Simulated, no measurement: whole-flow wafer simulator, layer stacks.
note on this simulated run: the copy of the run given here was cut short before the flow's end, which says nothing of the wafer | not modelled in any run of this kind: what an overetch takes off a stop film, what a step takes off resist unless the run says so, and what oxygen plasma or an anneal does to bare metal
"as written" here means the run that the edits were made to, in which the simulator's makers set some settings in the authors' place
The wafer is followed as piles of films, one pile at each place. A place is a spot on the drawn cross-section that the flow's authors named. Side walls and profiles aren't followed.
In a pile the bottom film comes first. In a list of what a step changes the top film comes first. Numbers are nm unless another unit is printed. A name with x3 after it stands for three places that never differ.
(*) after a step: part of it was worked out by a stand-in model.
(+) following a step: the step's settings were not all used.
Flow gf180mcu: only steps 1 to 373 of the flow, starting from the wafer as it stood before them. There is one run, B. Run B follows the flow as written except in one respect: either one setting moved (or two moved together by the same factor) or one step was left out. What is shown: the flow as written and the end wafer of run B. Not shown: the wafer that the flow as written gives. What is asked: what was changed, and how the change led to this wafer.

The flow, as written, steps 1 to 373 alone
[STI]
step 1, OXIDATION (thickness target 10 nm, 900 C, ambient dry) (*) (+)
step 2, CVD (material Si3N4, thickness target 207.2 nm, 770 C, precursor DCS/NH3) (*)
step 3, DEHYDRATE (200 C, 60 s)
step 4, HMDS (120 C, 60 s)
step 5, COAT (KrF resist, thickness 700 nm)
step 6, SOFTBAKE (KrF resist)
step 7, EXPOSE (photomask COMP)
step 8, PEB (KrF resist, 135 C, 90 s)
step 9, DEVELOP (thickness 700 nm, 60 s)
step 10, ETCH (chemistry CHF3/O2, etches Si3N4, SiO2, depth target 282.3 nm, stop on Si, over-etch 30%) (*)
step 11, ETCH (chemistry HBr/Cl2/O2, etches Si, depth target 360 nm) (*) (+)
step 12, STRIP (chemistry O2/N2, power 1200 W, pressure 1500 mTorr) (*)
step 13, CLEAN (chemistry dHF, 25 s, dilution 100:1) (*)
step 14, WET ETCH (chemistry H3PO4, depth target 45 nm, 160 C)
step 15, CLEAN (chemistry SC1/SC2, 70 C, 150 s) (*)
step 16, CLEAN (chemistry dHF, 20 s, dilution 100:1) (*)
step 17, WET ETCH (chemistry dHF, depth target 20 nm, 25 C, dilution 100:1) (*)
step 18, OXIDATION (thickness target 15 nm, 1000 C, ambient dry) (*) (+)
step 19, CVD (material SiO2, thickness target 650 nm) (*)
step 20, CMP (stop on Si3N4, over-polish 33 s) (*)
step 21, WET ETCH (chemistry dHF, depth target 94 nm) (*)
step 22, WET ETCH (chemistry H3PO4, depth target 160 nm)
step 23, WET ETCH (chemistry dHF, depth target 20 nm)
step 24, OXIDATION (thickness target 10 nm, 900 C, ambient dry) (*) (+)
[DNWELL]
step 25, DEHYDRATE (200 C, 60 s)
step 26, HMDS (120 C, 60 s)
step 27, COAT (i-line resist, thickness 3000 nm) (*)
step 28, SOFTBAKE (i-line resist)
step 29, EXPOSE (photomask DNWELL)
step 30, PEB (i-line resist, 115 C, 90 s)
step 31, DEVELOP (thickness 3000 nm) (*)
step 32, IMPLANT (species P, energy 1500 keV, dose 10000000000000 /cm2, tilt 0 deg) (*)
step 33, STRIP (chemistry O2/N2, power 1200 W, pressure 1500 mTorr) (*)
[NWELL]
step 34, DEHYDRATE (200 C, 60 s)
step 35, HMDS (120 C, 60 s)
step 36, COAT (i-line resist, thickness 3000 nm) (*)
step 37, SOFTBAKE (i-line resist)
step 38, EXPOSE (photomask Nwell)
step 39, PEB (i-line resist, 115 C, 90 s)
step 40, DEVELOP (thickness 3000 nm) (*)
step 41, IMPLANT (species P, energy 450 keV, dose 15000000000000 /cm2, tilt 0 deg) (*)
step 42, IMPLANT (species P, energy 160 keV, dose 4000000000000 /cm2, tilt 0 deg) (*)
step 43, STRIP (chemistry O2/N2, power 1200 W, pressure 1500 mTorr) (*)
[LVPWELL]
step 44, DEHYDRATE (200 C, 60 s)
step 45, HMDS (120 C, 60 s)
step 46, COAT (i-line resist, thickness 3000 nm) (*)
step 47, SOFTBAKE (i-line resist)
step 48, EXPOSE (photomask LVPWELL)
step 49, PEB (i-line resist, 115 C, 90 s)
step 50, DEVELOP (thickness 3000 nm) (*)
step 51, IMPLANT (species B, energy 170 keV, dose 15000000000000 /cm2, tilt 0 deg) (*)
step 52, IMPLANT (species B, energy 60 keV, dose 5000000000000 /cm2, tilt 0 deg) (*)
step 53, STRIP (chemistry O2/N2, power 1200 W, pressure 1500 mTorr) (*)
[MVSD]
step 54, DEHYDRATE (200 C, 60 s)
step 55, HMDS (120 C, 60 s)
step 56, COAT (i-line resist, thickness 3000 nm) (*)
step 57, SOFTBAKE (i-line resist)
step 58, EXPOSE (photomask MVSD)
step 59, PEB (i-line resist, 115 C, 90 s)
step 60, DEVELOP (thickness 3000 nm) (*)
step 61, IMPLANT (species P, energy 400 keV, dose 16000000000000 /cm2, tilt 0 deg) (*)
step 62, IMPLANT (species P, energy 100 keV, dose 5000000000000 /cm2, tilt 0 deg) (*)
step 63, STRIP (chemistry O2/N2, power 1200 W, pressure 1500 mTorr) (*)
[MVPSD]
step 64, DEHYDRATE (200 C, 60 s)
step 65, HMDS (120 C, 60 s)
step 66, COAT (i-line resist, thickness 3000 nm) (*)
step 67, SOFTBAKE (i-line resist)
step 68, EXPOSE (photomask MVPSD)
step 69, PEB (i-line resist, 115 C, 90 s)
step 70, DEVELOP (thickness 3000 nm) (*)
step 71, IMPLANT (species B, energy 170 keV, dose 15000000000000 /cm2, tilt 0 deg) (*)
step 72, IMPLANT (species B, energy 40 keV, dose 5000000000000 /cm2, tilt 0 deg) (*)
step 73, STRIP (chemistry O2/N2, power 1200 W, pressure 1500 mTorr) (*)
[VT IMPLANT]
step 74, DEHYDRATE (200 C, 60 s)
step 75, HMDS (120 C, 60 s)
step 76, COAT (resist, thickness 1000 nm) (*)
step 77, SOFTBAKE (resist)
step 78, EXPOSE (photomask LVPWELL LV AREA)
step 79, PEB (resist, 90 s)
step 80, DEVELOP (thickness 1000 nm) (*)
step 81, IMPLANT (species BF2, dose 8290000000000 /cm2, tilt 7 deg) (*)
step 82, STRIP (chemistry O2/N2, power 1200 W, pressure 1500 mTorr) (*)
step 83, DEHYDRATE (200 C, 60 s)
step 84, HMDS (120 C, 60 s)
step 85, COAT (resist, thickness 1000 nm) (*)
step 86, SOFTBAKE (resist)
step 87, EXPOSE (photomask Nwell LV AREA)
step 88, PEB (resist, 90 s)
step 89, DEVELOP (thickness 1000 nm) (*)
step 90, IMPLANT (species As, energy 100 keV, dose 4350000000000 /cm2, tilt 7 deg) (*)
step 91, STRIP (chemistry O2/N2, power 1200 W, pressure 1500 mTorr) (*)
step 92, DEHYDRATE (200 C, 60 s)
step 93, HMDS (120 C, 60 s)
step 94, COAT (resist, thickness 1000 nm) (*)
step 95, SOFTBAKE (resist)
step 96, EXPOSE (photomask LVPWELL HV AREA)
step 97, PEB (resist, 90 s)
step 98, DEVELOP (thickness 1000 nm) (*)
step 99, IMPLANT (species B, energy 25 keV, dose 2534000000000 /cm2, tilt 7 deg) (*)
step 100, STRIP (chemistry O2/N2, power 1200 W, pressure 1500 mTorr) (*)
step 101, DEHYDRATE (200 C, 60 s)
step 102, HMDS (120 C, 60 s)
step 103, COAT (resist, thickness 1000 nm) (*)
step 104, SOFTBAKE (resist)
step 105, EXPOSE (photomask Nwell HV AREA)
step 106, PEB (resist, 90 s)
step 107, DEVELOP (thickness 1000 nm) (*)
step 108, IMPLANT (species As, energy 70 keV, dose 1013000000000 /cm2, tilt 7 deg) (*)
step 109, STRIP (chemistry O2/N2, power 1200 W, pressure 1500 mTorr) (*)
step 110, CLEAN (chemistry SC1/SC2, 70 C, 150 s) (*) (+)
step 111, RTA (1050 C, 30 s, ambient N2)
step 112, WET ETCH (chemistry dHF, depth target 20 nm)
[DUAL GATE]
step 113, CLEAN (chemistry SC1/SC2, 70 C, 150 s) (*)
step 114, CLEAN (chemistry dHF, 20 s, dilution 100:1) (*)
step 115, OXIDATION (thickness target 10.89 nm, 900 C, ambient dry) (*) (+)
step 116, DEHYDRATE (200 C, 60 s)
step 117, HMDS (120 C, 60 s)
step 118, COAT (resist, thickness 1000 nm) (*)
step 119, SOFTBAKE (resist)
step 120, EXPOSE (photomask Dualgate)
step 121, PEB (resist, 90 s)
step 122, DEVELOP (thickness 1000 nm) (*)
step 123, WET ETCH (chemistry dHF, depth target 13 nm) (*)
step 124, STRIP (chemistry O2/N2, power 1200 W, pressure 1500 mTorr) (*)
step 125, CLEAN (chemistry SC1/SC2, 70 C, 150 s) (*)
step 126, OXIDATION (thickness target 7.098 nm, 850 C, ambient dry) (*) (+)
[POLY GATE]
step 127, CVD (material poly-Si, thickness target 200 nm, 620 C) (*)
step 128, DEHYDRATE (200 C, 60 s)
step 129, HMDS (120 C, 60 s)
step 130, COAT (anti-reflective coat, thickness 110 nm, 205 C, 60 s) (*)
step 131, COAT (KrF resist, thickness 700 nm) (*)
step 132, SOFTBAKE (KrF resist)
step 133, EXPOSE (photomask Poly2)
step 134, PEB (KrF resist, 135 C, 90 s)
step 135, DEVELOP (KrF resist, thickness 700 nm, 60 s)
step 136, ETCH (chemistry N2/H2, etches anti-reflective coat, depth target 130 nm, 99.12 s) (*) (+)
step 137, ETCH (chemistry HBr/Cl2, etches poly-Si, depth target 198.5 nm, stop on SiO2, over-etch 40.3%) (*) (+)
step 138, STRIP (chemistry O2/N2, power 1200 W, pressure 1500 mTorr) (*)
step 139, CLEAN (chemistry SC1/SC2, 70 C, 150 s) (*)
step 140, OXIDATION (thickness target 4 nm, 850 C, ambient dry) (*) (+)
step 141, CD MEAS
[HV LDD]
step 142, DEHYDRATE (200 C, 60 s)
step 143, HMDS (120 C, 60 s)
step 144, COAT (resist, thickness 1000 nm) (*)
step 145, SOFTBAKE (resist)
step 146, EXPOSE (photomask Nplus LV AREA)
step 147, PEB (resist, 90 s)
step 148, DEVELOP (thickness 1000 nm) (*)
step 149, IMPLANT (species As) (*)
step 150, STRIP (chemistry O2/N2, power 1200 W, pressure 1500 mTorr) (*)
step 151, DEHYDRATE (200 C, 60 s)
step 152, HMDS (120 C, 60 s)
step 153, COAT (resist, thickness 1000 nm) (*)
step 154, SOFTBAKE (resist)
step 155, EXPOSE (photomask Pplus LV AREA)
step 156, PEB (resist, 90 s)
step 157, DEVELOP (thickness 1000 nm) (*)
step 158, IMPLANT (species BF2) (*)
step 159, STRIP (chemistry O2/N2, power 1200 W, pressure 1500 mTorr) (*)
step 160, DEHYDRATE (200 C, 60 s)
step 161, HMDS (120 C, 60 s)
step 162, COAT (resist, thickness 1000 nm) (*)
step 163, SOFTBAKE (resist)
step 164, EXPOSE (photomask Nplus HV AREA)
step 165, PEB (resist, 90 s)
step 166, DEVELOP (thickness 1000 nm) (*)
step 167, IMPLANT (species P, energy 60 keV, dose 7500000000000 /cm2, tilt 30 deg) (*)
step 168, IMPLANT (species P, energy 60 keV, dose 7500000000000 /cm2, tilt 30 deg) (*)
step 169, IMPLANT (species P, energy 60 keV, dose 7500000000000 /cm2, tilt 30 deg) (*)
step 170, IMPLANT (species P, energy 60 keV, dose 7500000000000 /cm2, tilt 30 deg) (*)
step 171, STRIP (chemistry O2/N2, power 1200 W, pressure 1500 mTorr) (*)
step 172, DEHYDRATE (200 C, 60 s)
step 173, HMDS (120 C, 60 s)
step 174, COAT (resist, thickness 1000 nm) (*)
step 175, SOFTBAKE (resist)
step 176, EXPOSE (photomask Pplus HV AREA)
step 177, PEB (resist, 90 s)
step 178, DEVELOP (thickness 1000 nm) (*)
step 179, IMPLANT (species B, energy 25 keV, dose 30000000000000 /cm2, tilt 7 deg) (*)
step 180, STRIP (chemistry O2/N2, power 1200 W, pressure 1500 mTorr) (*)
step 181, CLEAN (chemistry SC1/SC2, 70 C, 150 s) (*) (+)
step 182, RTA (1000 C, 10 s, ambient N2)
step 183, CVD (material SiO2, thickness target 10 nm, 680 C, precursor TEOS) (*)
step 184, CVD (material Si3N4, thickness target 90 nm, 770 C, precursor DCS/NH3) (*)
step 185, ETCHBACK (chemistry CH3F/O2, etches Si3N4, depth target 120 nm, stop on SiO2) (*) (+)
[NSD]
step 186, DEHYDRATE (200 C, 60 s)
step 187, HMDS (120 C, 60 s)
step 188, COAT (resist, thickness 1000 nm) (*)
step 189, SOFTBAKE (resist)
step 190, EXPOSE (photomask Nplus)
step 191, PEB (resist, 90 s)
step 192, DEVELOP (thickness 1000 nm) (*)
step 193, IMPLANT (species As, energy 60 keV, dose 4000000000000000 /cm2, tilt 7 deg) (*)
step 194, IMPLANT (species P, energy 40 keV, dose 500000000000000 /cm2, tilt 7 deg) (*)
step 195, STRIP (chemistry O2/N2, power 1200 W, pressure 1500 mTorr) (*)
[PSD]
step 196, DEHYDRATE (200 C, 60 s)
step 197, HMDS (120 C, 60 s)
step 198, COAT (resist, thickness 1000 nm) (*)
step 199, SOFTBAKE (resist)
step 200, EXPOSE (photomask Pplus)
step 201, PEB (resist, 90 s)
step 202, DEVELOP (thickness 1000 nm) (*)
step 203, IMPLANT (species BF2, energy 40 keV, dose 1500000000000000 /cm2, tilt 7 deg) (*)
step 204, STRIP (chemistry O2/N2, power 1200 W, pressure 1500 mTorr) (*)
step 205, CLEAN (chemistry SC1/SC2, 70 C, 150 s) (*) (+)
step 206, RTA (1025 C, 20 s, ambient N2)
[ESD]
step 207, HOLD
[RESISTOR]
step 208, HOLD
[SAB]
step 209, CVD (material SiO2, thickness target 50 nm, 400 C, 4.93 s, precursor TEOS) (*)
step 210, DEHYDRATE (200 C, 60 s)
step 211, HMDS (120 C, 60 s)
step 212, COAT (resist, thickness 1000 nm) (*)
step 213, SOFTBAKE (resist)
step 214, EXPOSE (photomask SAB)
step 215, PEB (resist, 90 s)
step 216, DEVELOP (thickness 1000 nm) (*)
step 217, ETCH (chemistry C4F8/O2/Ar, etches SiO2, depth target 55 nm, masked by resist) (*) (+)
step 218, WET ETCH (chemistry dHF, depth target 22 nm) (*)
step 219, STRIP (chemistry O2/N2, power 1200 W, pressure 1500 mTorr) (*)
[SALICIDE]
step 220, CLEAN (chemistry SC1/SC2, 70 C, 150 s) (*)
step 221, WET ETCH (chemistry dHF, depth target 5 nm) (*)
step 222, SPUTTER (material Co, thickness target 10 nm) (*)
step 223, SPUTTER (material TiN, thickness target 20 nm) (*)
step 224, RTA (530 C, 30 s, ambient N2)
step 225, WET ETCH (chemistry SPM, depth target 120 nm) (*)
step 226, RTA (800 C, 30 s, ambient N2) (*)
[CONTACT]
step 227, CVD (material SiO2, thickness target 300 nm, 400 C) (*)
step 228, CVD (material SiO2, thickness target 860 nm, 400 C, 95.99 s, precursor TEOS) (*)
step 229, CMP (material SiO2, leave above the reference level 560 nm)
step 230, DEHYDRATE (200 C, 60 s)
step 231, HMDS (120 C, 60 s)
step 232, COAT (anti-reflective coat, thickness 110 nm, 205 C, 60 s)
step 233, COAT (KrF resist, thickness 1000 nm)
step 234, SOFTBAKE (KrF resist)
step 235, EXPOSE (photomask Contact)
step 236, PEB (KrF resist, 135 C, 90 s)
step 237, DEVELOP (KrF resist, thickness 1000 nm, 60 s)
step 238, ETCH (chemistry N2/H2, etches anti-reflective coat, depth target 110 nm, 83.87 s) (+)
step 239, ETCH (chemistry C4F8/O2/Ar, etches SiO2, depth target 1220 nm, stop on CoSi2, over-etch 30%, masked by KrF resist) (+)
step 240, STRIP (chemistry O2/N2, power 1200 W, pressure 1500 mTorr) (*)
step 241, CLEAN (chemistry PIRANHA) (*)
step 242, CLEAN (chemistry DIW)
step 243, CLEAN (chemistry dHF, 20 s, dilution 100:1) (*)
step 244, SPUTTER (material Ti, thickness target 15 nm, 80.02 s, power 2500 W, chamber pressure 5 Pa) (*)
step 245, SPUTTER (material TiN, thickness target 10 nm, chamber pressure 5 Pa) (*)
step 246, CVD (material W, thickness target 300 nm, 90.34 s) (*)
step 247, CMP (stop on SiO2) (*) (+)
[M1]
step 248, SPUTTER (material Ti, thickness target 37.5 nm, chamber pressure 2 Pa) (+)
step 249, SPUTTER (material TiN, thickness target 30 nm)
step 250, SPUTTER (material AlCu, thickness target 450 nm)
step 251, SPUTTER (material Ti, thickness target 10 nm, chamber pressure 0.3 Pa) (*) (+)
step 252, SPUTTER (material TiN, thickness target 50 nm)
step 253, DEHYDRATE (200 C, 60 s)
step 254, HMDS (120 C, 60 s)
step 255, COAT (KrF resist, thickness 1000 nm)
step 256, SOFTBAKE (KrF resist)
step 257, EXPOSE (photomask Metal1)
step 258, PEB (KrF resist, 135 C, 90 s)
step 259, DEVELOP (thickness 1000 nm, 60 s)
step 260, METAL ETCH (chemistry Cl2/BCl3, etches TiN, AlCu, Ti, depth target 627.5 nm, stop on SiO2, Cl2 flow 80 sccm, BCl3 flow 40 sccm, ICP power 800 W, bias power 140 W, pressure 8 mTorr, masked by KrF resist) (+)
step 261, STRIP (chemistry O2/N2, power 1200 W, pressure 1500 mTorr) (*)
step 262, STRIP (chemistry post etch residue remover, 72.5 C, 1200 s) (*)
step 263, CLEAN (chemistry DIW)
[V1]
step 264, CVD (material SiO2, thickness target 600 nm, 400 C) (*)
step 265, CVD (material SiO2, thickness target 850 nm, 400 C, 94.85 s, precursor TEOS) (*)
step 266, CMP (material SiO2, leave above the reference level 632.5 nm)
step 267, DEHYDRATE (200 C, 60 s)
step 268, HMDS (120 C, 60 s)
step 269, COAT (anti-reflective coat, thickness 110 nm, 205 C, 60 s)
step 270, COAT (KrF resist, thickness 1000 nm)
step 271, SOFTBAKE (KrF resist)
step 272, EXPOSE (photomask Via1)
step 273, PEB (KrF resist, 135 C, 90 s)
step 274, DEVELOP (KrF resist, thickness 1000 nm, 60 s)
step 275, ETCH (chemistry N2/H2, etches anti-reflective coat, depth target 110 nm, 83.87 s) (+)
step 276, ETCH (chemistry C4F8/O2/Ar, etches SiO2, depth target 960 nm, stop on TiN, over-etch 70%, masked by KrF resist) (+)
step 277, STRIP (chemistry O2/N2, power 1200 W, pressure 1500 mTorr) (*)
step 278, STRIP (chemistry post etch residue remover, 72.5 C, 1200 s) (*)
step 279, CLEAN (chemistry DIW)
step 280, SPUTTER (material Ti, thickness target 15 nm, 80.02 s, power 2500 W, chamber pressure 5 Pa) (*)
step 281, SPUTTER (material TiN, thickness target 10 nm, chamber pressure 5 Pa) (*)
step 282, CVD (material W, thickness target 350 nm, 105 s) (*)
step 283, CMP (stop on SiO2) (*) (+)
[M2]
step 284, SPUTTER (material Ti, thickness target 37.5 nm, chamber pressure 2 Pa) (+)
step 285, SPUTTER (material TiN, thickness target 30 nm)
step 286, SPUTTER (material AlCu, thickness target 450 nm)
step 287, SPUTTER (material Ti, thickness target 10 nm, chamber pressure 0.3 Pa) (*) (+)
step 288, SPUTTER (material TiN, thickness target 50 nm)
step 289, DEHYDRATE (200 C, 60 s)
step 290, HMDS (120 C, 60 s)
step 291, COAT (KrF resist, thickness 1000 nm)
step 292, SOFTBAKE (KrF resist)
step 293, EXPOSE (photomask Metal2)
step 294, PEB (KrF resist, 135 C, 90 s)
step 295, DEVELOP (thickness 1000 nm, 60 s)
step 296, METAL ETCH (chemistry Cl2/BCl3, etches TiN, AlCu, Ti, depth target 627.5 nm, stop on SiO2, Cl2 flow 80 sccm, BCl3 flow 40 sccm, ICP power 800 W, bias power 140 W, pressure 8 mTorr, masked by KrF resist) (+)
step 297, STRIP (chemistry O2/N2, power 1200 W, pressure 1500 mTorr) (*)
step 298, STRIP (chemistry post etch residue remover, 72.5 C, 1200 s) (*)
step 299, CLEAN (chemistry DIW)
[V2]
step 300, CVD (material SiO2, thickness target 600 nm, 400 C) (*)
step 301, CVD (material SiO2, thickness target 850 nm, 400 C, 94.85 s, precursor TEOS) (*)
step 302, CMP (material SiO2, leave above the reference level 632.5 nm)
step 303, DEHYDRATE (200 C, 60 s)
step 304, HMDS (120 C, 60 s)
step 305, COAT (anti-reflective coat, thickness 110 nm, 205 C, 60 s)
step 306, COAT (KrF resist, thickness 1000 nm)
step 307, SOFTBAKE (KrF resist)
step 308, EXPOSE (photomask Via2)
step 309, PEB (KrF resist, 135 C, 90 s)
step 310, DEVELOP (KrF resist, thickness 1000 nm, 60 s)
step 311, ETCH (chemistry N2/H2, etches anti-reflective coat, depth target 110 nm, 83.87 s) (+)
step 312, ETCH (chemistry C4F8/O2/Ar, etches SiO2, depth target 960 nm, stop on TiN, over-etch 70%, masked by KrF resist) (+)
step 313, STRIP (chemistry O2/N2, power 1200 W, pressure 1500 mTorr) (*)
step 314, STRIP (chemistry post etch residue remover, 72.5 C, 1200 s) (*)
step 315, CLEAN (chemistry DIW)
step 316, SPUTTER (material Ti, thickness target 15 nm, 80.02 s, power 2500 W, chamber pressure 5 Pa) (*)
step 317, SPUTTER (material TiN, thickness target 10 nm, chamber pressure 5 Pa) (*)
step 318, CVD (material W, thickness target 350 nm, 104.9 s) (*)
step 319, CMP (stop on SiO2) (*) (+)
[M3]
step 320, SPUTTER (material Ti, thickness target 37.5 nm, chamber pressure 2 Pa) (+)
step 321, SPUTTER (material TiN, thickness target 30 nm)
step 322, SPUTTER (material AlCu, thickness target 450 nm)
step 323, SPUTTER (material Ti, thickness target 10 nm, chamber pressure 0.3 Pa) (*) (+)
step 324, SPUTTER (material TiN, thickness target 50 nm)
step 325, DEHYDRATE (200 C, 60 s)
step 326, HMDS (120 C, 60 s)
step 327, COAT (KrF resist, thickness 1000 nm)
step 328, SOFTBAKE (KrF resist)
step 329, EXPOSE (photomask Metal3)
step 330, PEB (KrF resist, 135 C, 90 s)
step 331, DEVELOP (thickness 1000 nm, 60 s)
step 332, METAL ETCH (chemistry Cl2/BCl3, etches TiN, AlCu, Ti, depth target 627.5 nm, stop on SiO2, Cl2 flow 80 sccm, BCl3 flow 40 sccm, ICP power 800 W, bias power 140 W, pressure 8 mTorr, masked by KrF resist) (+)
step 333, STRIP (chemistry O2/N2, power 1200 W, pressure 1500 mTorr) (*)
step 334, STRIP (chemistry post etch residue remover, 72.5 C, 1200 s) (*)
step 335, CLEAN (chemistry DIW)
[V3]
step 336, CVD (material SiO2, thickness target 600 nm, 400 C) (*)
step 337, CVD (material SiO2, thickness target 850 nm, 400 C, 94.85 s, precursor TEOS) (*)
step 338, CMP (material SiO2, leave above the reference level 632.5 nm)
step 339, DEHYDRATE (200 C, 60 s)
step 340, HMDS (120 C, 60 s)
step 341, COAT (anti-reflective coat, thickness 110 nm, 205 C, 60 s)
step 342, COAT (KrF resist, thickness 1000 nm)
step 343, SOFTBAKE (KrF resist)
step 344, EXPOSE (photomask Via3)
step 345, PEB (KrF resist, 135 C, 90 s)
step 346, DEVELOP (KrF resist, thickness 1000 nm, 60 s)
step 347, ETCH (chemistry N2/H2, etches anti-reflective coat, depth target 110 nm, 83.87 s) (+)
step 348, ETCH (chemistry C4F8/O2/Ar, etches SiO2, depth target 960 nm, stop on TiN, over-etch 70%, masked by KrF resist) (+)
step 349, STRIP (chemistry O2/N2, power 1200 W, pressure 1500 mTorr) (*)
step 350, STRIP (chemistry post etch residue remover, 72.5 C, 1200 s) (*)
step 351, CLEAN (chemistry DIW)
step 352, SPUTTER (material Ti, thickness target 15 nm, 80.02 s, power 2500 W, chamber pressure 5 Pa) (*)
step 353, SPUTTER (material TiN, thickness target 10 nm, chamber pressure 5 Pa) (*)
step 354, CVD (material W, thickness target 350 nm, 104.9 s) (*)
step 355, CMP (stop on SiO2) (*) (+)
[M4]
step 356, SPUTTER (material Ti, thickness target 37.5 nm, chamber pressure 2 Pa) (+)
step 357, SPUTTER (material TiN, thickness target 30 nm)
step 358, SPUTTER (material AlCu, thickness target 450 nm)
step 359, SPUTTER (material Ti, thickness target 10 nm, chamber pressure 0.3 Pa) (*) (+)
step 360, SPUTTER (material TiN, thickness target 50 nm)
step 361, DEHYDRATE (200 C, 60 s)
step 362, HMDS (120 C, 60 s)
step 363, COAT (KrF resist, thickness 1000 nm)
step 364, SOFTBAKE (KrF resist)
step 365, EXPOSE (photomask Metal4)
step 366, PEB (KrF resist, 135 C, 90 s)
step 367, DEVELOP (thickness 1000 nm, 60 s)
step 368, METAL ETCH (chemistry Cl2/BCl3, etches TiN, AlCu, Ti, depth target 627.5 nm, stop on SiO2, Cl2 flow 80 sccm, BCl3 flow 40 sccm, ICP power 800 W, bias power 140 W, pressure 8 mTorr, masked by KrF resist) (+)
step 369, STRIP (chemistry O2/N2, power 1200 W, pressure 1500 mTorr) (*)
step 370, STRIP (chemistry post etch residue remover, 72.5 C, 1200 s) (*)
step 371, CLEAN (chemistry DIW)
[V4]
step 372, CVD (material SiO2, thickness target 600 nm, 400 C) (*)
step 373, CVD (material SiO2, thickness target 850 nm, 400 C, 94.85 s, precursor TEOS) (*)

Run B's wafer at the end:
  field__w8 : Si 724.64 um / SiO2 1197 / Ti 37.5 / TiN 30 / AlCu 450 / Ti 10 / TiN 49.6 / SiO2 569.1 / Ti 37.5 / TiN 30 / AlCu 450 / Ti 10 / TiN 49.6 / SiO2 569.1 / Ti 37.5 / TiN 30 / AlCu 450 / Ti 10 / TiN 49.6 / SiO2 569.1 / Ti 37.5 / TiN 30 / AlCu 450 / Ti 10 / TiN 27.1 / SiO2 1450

The reason: step 360, SPUTTER: thickness target 27.5 nm was run, while the flow as written has thickness target 50 nm.

The path from the change to this, step by step:
  step 360, SPUTTER (material TiN, thickness target 50 nm)
      field, field__w1, field__w2 and 108 more: TiN gains 27.5 (new film) (in the flow as written it would be: TiN gains 50 (new film))
  step 368, METAL ETCH (chemistry Cl2/BCl3, etches TiN, AlCu, Ti, depth target 627.5 nm, stop on SiO2, Cl2 flow 80 sccm, BCl3 flow 40 sccm, ICP power 800 W, bias power 140 W, pressure 8 mTorr, masked by KrF resist) (+)
      field, field__w1, field__w2 and 103 more: TiN loses 27.5 (all of it), Ti loses 10 (all of it), AlCu loses 450 (all of it), TiN loses 30 (all of it), Ti loses 37.5 (all of it) (in the flow as written it would be: TiN loses 50 (all of it), Ti loses 10 (all of it), AlCu loses 450 (all of it), TiN loses 30 (all of it), Ti loses 37.5 (all of it))
